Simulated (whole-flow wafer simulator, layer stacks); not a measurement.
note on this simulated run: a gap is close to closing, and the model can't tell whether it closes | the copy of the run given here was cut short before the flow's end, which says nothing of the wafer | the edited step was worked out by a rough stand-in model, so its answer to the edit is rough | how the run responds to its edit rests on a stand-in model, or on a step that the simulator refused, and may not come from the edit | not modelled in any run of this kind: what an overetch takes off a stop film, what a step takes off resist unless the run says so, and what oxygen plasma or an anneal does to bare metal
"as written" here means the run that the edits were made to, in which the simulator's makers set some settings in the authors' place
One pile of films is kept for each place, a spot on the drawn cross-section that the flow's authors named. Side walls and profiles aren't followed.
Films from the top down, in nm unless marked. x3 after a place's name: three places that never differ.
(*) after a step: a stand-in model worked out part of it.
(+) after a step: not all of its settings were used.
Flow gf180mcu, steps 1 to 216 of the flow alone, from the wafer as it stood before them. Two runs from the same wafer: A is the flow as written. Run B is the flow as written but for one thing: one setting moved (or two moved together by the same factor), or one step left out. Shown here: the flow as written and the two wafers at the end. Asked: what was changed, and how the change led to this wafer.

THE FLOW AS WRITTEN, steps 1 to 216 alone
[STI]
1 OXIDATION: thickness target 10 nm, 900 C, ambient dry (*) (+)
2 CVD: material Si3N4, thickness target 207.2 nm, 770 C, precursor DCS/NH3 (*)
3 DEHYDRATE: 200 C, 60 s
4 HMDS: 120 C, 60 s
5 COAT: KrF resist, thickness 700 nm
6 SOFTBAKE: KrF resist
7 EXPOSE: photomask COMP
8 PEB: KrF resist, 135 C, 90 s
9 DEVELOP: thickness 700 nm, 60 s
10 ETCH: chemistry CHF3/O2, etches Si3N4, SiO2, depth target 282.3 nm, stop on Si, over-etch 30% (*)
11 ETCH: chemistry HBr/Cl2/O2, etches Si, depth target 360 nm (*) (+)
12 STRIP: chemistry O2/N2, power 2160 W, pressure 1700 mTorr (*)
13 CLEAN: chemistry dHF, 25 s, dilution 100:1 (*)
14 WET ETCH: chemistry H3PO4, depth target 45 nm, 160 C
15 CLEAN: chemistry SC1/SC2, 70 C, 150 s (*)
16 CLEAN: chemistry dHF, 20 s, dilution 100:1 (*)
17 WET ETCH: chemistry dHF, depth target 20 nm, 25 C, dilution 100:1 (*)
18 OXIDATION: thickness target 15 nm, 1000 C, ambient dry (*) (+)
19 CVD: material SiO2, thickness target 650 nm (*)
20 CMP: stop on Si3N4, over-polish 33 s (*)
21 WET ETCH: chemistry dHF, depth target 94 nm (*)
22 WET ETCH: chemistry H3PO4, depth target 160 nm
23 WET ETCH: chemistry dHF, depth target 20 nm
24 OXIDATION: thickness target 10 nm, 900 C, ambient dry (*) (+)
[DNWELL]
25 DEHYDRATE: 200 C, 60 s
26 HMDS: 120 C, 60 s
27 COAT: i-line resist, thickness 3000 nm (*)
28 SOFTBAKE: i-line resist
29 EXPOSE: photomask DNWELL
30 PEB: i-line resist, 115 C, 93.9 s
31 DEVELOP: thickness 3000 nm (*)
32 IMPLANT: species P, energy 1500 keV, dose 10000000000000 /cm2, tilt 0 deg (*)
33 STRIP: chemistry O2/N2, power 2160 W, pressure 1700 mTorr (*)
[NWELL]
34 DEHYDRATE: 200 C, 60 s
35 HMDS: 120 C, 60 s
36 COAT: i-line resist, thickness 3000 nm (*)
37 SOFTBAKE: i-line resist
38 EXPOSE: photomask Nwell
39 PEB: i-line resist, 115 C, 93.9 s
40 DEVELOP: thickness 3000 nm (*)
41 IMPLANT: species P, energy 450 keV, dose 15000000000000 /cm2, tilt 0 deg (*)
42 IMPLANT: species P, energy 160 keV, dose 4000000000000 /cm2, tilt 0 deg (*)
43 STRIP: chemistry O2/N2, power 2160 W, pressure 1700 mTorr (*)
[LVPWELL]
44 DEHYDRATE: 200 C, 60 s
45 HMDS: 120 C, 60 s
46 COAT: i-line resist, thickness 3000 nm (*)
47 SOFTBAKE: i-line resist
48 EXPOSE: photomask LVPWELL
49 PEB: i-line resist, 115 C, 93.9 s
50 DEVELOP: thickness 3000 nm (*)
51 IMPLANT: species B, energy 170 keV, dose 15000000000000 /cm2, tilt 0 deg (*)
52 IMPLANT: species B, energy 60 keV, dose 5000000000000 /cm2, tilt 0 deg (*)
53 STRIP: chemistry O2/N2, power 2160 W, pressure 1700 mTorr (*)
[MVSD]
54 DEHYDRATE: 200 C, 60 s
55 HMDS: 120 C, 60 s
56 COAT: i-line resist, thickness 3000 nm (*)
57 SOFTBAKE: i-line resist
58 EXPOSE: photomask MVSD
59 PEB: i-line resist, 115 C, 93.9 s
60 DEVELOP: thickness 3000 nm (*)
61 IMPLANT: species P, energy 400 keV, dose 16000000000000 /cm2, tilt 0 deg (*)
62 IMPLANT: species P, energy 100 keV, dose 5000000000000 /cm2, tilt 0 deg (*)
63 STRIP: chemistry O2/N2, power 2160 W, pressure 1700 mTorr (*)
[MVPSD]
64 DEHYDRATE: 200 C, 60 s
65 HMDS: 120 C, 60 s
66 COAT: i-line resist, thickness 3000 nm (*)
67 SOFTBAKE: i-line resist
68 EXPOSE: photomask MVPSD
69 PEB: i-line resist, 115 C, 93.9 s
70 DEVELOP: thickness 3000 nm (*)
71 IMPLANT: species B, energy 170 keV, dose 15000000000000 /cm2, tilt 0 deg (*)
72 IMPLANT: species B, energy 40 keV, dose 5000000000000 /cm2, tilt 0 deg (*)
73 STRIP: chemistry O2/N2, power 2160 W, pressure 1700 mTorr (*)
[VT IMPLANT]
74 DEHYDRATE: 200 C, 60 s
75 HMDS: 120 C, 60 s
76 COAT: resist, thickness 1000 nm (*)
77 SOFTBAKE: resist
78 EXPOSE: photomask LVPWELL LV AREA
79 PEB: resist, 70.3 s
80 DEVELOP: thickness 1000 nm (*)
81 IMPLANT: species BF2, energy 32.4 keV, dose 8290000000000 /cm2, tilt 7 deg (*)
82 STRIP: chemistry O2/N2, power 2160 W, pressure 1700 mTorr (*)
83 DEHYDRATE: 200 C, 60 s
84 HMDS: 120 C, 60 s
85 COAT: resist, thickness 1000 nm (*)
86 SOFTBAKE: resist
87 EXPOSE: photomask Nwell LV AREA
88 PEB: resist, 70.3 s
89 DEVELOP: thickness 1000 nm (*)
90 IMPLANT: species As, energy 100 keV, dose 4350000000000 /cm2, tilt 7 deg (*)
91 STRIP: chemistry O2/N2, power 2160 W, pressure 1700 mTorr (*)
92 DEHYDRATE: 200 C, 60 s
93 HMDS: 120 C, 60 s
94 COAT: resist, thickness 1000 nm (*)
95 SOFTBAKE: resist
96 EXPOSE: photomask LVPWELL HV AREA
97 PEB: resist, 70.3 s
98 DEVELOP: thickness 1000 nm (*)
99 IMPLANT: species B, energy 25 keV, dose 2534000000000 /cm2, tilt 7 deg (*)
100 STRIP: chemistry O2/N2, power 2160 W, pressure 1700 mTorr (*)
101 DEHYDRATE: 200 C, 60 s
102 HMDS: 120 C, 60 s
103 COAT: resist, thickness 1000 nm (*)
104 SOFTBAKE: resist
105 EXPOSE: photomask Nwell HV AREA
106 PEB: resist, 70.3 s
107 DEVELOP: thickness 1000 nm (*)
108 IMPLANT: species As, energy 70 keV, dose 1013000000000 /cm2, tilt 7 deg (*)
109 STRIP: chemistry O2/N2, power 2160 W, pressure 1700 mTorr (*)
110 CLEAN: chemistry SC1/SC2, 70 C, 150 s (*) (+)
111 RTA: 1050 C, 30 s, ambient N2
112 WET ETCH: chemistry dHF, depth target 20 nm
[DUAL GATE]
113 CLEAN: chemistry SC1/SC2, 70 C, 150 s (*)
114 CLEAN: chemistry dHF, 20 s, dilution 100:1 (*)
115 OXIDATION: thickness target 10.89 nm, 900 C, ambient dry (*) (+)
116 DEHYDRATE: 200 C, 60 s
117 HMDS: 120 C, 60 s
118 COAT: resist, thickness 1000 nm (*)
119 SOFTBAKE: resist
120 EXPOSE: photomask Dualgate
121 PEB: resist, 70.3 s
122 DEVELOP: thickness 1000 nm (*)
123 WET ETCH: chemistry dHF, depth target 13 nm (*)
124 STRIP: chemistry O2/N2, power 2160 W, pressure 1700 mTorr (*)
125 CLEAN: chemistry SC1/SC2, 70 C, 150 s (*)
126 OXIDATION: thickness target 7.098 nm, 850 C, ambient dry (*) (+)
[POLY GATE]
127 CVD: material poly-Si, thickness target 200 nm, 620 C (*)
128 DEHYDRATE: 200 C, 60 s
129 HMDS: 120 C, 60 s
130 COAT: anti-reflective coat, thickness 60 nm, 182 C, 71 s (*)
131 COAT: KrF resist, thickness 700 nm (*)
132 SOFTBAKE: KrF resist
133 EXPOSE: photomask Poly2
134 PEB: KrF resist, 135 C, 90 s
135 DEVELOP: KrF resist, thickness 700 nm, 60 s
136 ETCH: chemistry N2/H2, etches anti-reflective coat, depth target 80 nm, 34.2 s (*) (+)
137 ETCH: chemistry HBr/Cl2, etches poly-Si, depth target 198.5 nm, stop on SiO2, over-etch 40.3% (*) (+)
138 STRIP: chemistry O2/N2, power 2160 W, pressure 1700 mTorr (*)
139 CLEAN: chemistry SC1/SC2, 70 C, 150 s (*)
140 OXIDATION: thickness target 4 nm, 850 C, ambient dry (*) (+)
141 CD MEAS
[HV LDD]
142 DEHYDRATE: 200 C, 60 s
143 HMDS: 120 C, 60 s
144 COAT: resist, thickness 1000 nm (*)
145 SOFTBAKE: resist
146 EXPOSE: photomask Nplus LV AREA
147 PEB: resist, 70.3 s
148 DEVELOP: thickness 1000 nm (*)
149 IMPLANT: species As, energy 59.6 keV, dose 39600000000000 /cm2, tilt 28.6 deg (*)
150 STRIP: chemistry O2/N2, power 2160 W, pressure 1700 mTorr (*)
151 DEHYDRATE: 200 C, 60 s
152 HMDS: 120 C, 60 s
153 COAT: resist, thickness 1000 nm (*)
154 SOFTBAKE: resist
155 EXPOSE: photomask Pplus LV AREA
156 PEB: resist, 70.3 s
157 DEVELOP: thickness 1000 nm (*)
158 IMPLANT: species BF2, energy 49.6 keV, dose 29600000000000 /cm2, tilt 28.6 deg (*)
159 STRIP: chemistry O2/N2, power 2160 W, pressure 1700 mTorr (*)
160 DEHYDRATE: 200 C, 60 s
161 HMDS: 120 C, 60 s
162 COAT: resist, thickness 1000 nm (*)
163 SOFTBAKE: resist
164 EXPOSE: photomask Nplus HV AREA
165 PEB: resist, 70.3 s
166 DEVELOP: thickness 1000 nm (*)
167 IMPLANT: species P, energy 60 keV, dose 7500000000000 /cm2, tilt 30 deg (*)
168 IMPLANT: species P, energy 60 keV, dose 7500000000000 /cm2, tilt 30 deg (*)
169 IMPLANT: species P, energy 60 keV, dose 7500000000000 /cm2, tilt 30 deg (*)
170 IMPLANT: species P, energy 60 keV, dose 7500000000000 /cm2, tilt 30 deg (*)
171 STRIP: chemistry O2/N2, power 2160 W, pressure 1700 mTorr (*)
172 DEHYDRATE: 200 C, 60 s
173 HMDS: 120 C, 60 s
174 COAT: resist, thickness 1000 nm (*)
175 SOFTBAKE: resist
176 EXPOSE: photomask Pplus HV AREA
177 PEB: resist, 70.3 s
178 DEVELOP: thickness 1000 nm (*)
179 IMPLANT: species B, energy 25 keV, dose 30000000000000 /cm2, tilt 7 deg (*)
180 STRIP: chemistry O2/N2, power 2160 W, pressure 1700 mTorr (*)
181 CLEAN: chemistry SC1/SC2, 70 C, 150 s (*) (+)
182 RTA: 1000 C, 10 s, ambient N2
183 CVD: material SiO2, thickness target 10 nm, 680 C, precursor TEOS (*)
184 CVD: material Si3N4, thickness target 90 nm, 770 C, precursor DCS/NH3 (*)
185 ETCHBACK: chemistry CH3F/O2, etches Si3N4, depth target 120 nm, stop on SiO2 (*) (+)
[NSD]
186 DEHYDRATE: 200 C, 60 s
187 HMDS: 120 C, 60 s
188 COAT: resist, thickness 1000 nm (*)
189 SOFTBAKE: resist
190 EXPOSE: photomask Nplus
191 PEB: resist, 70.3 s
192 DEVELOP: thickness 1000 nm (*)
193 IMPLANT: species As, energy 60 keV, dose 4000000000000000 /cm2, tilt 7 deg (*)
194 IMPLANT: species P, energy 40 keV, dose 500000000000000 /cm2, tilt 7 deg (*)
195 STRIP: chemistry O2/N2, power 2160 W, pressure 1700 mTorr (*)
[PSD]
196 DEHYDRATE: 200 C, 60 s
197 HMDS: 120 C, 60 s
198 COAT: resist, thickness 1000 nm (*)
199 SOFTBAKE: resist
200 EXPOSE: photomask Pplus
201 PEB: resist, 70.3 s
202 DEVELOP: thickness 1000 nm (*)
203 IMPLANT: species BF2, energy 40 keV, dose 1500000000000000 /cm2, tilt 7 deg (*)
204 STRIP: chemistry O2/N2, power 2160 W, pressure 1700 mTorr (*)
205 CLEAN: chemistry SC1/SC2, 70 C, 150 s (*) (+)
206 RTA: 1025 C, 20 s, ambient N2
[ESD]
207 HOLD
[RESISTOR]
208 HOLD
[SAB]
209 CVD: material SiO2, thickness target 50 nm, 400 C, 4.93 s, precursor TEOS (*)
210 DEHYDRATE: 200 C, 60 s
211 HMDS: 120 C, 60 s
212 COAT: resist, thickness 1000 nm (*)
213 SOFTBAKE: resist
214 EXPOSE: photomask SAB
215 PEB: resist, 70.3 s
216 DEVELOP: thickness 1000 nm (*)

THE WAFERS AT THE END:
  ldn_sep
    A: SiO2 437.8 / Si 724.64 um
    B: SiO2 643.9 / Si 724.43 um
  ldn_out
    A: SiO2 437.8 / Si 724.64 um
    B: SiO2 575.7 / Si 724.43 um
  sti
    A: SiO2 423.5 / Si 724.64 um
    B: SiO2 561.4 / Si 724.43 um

The cause: step 11, ETCH: depth target 567 nm was run, where the flow has depth target 360 nm.

How the change led to this, step by step:
  11 ETCH: chemistry HBr/Cl2/O2, etches Si, depth target 360 nm (*) (+)
      active, n_well, p_well and 40 more: A KrF resist -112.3 | B KrF resist -181.3
      field, field_sub, sti and 34 more: A Si -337 | B Si -544
  12 STRIP: chemistry O2/N2, power 2160 W, pressure 1700 mTorr (*)
      active, n_well, p_well and 40 more: A KrF resist -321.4 (all of it) | B KrF resist -252.4 (all of it)
  19 CVD: material SiO2, thickness target 650 nm (*)
      m1, ld_fp_n, ld_drift_n and 8 more: A SiO2 +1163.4 | B SiO2 +1370.4
  20 CMP: stop on Si3N4, over-polish 33 s (*)
      sti, mim_1p0 x3, iso_nw_fld and 9 more: A SiO2 -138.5 | B nothing
      nw_enc_fld, nw_enc_fld_lv: A SiO2 -142.5 | B nothing
      (and at 10 more places)
  27 COAT: i-line resist, thickness 3000 nm (*)
      p_well, spacer, sd_n: A i-line resist +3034 (new film) | B i-line resist +2972.7 (new film)
  28 SOFTBAKE: i-line resist
      field: A i-line resist +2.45 | B i-line resist -1.97
      field_sub: A i-line resist +1.87 | B i-line resist -1.35
      (and at 67 more places)
  33 STRIP: chemistry O2/N2, power 2160 W, pressure 1700 mTorr (*)
      p_well, spacer, sd_n: A i-line resist -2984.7 (all of it) | B i-line resist -2924.5 (all of it)
  36 COAT: i-line resist, thickness 3000 nm (*)
      p_well, spacer, sd_n: A i-line resist +3034 (new film) | B i-line resist +2972.7 (new film)
  37 SOFTBAKE: i-line resist
      field: A i-line resist +2.45 | B i-line resist -1.97
      field_sub: A i-line resist +1.87 | B i-line resist -1.35
      (and at 67 more places)
  43 STRIP: chemistry O2/N2, power 2160 W, pressure 1700 mTorr (*)
      p_well, spacer, sd_n: A i-line resist -2984.7 (all of it) | B i-line resist -2924.5 (all of it)
  46 COAT: i-line resist, thickness 3000 nm (*)
      p_well, spacer, sd_n: A i-line resist +3034 (new film) | B i-line resist +2972.7 (new film)
  47 SOFTBAKE: i-line resist
      field: A i-line resist +2.45 | B i-line resist -1.97
      field_sub: A i-line resist +1.87 | B i-line resist -1.35
      (and at 67 more places)
  50 DEVELOP: thickness 3000 nm (*)
      p_well, spacer, sd_n: A i-line resist -2984.7 (all of it) | B i-line resist -2924.5 (all of it)
  56 COAT: i-line resist, thickness 3000 nm (*)
      p_well, spacer, sd_n: A i-line resist +3034 (new film) | B i-line resist +2972.7 (new film)
  57 SOFTBAKE: i-line resist
      field: A i-line resist +2.45 | B i-line resist -1.97
      field_sub: A i-line resist +1.87 | B i-line resist -1.35
      (and at 67 more places)
  63 STRIP: chemistry O2/N2, power 2160 W, pressure 1700 mTorr (*)
      p_well, spacer, sd_n: A i-line resist -2984.7 (all of it) | B i-line resist -2924.5 (all of it)
  ... 68 more steps ...
  216 DEVELOP: thickness 1000 nm (*)
      p_well, sd_n: A resist -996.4 (all of it) | B resist -935 (all of it)
      field__w1: A resist -1017.5 (all of it) | B resist -1048.2 (all of it)
      (and at 67 more places)
